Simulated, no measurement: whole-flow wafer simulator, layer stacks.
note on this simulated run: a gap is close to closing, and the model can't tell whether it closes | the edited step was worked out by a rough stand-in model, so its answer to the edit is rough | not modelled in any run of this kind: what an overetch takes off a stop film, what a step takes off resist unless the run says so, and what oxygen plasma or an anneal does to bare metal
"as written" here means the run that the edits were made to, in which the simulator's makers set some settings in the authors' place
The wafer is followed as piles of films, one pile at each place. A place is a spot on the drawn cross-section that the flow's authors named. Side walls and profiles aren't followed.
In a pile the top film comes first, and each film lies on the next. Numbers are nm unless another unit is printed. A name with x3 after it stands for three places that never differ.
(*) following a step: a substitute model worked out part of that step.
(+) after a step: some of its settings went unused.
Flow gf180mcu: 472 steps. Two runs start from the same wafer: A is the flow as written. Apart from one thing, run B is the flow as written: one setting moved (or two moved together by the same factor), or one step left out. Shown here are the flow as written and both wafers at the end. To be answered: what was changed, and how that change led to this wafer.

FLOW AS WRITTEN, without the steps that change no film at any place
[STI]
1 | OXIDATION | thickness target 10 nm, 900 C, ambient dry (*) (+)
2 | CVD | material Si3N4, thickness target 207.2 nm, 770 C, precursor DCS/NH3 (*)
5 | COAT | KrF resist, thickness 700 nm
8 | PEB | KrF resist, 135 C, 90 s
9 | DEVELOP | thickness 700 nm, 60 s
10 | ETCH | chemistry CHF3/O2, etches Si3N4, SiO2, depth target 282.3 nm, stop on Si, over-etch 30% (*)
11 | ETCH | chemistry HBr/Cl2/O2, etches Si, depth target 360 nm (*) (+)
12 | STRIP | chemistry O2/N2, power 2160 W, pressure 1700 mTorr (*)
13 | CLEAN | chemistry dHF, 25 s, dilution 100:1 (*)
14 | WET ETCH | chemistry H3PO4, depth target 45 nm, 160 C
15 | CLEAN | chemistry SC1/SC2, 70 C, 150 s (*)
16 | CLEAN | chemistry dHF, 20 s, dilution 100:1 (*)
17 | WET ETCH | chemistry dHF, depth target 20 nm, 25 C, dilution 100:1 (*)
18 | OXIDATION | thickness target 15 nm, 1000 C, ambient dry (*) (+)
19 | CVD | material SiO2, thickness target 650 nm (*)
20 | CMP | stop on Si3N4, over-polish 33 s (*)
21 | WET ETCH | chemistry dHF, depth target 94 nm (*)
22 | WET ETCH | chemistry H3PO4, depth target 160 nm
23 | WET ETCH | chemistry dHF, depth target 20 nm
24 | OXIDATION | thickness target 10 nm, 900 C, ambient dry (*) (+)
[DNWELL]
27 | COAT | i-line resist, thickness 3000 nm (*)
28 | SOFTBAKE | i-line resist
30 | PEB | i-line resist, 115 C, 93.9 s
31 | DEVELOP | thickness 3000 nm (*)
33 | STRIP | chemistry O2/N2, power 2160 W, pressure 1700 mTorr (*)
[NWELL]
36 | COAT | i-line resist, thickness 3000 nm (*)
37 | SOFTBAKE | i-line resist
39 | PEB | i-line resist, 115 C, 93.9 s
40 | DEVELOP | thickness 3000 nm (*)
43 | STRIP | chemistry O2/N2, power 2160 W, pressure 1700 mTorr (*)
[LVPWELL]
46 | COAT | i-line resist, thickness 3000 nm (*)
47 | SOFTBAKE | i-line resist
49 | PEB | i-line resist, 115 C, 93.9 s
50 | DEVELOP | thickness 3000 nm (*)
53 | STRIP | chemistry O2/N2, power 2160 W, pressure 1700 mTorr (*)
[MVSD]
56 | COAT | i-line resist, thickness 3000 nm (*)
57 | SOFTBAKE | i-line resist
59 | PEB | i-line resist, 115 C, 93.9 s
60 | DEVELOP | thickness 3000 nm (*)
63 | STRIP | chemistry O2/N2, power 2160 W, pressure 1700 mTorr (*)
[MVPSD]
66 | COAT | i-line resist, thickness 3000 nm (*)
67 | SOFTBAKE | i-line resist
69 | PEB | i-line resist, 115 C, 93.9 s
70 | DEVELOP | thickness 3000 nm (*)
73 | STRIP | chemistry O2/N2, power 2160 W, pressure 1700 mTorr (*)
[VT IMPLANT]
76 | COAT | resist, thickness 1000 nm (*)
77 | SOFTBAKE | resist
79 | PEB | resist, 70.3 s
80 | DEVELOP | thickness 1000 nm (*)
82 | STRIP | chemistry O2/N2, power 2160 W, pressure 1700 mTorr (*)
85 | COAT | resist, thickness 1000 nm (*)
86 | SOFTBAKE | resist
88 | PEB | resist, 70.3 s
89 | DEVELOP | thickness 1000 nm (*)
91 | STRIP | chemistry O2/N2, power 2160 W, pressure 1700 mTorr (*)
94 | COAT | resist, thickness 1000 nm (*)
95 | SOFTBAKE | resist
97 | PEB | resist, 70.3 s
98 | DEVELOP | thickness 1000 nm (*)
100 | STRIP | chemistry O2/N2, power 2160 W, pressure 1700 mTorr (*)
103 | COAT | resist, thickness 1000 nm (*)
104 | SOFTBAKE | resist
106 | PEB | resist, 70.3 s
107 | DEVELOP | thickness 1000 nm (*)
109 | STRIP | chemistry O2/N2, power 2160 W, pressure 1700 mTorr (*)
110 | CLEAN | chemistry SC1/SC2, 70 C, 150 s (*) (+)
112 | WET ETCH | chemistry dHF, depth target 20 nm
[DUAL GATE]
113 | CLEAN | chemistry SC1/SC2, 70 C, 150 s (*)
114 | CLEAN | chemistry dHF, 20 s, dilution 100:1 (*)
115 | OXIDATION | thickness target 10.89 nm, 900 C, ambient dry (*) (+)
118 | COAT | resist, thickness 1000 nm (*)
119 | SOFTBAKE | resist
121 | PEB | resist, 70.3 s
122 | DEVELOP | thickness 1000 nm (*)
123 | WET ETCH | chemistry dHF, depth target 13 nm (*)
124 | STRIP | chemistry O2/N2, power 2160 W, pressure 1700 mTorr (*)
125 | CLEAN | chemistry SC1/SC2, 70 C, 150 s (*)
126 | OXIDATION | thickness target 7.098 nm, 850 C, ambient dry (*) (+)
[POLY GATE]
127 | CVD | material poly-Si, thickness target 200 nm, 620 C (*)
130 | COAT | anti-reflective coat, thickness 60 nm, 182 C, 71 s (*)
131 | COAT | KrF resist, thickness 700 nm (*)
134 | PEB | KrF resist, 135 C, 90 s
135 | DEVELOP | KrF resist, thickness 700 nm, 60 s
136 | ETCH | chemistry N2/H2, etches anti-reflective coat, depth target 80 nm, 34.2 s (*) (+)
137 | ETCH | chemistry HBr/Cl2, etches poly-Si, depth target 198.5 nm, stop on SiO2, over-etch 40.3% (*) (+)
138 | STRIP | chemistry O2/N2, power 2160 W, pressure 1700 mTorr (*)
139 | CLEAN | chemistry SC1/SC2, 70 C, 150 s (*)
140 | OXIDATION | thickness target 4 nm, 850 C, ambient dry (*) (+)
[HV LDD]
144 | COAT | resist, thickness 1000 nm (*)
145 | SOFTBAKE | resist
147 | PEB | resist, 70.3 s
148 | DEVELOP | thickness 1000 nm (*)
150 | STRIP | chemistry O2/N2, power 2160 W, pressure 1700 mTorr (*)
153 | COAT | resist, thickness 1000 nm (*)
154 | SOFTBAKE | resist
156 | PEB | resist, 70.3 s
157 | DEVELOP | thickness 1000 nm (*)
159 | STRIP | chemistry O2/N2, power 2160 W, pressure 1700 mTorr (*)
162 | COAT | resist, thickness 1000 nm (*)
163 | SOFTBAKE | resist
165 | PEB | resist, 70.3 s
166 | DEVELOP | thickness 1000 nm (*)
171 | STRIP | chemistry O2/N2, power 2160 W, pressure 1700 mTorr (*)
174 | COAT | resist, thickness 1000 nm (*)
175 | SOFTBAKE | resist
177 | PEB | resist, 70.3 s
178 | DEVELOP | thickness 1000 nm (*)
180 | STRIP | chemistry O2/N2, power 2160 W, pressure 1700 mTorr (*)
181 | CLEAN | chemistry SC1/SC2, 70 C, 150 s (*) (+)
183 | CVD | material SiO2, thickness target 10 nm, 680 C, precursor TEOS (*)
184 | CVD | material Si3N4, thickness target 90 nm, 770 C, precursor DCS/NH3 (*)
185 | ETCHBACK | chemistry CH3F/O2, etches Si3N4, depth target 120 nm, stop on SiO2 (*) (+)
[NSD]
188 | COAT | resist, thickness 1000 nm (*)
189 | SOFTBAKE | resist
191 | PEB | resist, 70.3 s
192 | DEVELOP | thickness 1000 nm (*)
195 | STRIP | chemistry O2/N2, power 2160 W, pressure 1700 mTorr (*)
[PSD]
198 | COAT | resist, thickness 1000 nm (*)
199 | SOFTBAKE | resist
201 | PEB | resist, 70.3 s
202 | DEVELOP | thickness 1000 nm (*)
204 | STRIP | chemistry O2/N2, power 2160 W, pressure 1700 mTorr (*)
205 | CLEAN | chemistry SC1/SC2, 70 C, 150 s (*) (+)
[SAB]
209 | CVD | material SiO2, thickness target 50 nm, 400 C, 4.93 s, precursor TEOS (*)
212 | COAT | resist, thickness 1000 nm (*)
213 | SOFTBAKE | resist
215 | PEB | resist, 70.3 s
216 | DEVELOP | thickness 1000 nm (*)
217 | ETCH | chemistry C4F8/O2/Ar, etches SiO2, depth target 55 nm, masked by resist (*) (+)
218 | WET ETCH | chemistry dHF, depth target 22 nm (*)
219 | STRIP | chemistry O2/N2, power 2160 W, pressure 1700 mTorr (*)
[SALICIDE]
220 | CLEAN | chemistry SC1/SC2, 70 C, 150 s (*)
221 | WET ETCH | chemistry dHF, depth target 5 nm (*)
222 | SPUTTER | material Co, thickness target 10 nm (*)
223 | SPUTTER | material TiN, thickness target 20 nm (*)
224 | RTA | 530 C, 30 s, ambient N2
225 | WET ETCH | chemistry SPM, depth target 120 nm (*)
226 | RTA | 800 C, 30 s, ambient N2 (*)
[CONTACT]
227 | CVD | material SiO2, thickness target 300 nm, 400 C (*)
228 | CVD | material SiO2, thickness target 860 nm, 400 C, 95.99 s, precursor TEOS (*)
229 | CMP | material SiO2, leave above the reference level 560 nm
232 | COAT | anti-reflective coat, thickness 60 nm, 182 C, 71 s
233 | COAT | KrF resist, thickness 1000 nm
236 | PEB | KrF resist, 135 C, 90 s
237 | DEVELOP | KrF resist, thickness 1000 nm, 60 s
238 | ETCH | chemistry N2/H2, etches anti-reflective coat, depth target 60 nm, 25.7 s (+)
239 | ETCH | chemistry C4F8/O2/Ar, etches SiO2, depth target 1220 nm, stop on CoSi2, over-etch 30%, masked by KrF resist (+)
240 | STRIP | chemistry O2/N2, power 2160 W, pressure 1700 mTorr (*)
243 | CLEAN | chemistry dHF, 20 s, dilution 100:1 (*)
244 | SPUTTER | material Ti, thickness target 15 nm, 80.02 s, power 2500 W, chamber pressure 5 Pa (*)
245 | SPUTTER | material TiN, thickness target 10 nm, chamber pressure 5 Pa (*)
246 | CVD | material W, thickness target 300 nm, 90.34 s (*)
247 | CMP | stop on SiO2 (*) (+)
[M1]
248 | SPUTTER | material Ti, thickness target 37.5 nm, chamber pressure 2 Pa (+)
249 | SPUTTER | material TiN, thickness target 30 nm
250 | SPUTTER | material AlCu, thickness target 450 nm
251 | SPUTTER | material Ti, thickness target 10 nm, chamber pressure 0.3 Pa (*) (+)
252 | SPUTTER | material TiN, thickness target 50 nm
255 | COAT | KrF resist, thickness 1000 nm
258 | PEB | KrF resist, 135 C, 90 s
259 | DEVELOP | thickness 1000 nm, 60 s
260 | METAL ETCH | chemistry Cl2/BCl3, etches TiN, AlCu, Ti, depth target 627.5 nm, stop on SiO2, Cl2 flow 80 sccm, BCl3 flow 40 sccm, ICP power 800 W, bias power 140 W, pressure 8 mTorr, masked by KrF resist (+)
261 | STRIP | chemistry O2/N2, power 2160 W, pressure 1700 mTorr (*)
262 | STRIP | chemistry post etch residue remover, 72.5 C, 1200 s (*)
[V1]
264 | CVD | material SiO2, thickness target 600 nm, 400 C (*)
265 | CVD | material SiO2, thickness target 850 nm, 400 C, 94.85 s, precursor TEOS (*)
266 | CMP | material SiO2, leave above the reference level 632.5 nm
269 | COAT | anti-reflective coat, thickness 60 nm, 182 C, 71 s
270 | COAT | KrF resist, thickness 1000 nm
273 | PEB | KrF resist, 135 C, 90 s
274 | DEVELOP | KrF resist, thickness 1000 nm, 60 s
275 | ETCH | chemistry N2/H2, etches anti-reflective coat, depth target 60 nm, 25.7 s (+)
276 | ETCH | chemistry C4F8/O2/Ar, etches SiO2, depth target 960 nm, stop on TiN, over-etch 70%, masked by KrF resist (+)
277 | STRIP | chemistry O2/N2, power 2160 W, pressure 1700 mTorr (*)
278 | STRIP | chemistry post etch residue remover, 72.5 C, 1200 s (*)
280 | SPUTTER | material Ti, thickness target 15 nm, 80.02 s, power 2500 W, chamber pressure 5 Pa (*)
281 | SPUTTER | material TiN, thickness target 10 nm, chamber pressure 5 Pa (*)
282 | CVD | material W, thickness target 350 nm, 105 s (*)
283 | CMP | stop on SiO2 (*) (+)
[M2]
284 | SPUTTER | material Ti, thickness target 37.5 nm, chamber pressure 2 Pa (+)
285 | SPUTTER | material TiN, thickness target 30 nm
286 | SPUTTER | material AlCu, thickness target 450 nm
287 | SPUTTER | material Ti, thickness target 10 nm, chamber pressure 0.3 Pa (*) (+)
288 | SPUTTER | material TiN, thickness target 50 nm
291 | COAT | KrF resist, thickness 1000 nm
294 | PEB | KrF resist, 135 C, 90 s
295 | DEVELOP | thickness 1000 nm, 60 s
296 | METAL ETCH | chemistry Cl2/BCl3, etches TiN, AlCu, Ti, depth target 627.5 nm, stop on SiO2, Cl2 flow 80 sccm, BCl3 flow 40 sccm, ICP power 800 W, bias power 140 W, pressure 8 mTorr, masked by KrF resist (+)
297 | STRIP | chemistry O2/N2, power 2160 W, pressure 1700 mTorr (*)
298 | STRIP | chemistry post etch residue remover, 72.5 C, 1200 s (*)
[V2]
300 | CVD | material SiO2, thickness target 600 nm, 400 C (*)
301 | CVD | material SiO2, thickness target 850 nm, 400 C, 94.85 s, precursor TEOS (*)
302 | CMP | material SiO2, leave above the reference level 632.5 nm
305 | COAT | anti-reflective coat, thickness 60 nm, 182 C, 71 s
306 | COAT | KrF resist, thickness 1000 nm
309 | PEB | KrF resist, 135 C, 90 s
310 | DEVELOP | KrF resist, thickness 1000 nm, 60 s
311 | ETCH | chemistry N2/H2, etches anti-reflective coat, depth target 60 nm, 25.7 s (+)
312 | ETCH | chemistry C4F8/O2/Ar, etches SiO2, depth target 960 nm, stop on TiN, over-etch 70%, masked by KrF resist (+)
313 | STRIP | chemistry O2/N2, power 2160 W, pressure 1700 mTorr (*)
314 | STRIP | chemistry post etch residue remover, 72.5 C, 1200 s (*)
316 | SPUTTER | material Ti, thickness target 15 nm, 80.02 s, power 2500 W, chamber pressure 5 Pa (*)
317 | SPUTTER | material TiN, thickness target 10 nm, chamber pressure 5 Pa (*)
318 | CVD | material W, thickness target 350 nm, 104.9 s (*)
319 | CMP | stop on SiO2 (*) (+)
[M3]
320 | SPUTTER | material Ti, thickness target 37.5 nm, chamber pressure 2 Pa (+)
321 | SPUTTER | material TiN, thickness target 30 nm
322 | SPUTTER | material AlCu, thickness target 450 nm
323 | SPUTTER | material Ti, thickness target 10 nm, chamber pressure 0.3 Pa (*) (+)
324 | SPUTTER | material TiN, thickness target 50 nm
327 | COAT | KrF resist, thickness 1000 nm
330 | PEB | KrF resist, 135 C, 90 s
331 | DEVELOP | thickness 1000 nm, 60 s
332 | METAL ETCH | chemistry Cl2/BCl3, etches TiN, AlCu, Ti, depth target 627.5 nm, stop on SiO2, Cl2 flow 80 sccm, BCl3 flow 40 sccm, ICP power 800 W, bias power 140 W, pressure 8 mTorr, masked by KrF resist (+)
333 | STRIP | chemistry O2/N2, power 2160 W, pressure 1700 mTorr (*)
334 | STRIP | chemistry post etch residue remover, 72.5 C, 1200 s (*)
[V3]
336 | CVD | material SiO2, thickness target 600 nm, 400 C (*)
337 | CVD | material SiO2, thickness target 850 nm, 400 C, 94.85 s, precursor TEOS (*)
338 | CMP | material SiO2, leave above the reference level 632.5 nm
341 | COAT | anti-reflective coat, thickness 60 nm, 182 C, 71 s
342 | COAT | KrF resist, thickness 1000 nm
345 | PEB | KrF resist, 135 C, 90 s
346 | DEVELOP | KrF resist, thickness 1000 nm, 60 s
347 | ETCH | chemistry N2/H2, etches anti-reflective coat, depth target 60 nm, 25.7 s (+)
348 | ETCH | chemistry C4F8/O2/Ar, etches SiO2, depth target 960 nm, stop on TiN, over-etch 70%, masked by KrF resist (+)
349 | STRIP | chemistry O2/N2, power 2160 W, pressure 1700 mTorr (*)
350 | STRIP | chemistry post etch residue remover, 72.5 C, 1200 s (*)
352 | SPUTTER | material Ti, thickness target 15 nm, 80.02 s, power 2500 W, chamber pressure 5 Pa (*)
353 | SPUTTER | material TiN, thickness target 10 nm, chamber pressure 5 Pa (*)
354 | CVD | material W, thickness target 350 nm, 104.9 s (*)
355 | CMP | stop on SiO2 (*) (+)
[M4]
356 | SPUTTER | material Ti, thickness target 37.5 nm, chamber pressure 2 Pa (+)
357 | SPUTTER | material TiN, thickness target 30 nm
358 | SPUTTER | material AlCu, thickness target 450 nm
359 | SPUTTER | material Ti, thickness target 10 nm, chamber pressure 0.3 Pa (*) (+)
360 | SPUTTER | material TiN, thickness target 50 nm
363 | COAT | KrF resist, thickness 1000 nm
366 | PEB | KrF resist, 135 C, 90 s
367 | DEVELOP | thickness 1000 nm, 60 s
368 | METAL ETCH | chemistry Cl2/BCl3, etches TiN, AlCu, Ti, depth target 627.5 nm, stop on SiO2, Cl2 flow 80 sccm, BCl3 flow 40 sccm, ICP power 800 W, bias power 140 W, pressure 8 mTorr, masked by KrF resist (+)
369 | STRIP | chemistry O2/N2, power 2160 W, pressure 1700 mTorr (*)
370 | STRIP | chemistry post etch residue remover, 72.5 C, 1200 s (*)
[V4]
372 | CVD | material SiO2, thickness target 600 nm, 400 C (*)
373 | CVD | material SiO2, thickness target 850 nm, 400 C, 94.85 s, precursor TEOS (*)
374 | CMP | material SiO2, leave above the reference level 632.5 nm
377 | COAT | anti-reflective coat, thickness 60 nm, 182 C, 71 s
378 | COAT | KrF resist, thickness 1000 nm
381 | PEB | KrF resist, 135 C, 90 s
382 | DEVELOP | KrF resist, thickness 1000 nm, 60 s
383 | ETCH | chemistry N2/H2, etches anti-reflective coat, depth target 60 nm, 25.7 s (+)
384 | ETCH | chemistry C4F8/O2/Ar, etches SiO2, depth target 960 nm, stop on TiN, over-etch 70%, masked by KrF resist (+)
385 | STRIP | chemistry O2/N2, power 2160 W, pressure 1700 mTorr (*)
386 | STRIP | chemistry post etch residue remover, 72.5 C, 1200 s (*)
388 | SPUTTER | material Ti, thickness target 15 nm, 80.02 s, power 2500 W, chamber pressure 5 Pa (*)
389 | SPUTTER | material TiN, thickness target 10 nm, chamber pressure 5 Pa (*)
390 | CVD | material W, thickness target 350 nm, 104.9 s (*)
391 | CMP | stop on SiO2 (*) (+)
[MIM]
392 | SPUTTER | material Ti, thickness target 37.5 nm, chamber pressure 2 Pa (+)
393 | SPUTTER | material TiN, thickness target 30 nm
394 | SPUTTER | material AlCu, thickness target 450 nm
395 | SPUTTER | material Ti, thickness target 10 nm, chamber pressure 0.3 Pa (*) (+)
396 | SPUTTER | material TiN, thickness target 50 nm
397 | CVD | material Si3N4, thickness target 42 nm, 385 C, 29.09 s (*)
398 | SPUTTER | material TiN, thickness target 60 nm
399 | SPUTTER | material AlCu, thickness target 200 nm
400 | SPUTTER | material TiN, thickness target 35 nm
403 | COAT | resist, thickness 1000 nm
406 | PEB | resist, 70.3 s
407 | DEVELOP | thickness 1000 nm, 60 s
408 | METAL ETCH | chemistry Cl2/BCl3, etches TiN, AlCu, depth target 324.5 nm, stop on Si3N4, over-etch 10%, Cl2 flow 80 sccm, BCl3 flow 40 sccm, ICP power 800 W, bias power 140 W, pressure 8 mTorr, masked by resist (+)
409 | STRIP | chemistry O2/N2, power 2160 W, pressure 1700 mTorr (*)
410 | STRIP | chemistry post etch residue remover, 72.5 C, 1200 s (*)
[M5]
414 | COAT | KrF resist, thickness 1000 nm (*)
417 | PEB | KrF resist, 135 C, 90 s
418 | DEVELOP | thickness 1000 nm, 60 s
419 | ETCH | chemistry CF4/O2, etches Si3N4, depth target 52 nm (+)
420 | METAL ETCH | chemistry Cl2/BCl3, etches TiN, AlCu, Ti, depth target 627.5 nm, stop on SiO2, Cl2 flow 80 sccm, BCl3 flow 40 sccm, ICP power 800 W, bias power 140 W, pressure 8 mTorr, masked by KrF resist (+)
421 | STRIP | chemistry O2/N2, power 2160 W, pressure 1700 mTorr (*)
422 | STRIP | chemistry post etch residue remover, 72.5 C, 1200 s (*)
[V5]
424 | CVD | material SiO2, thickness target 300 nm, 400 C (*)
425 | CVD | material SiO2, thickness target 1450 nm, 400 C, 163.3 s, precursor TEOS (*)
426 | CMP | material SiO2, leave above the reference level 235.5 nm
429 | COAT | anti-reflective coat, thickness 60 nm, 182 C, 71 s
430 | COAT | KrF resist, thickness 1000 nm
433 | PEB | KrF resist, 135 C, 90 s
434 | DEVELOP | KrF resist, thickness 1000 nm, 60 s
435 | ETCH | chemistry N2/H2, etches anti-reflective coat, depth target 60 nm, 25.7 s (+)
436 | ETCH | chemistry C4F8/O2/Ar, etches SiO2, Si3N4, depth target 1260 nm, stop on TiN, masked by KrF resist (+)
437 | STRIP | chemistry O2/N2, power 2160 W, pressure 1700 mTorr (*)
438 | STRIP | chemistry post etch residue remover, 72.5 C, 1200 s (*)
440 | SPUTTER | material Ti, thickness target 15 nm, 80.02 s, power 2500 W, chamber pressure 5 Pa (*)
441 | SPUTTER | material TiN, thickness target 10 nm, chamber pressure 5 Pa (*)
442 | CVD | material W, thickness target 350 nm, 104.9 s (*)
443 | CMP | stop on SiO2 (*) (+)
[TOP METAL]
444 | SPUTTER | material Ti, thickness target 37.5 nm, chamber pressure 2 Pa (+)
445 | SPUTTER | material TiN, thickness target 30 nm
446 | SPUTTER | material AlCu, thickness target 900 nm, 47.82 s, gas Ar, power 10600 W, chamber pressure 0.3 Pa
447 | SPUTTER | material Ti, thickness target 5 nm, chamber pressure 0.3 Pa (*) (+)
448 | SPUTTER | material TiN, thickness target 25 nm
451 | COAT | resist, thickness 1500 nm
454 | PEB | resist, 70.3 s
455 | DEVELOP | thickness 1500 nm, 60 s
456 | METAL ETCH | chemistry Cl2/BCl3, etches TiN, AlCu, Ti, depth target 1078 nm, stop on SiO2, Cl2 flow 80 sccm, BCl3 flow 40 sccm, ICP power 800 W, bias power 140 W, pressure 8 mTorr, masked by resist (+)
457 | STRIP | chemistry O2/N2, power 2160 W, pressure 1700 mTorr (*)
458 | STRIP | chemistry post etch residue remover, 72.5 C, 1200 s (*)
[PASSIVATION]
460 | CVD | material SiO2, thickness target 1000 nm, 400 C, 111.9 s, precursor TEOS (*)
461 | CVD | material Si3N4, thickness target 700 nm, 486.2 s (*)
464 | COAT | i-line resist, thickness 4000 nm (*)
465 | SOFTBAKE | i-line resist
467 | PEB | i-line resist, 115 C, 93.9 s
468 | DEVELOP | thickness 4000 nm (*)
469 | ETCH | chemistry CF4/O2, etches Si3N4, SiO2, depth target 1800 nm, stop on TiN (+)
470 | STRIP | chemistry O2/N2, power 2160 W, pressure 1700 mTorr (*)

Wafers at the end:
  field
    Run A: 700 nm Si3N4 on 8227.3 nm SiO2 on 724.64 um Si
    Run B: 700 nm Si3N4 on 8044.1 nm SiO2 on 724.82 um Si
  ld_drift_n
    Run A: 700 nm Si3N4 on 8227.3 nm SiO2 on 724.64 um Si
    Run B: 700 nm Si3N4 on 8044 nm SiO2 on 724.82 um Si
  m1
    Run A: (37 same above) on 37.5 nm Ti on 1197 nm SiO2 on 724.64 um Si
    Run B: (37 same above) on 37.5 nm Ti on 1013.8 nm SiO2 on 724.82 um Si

What caused this: step 11, ETCH: depth target 176 nm was run, though the flow has depth target 360 nm.

How this came from the change, step by step:
  11 | ETCH | chemistry HBr/Cl2/O2, etches Si, depth target 360 nm (*) (+)
      active, n_well, p_well and 40 more: A -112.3 KrF resist | B -51 KrF resist
      field, field_sub, sti and 34 more: A -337 Si | B -153 Si
  12 | STRIP | chemistry O2/N2, power 2160 W, pressure 1700 mTorr (*)
      active, n_well, p_well and 40 more: A -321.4 KrF resist (all of it) | B -382.7 KrF resist (all of it)
  19 | CVD | material SiO2, thickness target 650 nm (*)
      ld_fp_n, ld_drift_n, ld_fp_p and 7 more: A +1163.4 SiO2 | B +979.4 SiO2
      m1: A +1163.4 SiO2 | B +650 SiO2
  20 | CMP | stop on Si3N4, over-polish 33 s (*)
      sti, mim_1p0, pad and 11 more: A -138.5 SiO2 | B -322.5 SiO2
      nw_enc_fld, nw_enc_fld_lv: A -142.5 SiO2 | B -326.5 SiO2
      (and at 11 other places as well)
  24 | OXIDATION | thickness target 10 nm, 900 C, ambient dry (*) (+)
      sti, mim_1p0, pad and 17 more: A +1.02 SiO2, -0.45 Si | B +1.59 SiO2, -0.7 Si
      field, mim, npoly_sal, nw_sep_fld: A +1.04 SiO2, -0.46 Si | B +1.64 SiO2, -0.72 Si
      (and at 13 other places as well)
  115 | OXIDATION | thickness target 10.89 nm, 900 C, ambient dry (*) (+)
      sti, mim_1p0, pad and 19 more: A +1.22 SiO2, -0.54 Si | B +1.96 SiO2, -0.86 Si
      field, field__w1, field__w2, field__w3, field__w6, field__w12, mim, nw_sep_fld: A +1.25 SiO2, -0.55 Si | B +2.03 SiO2, -0.89 Si
      (and at 19 other places as well)
  189 | SOFTBAKE | resist
      field__w9: A +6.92 resist | B -3.07 resist
      active_hv: A +2.68 resist | B -0.5 resist
      (and at 1 other place as well)
  199 | SOFTBAKE | resist
      field__w9: A +6.92 resist | B -3.07 resist
      active_hv: A +2.68 resist | B -0.5 resist
      (and at 1 other place as well)
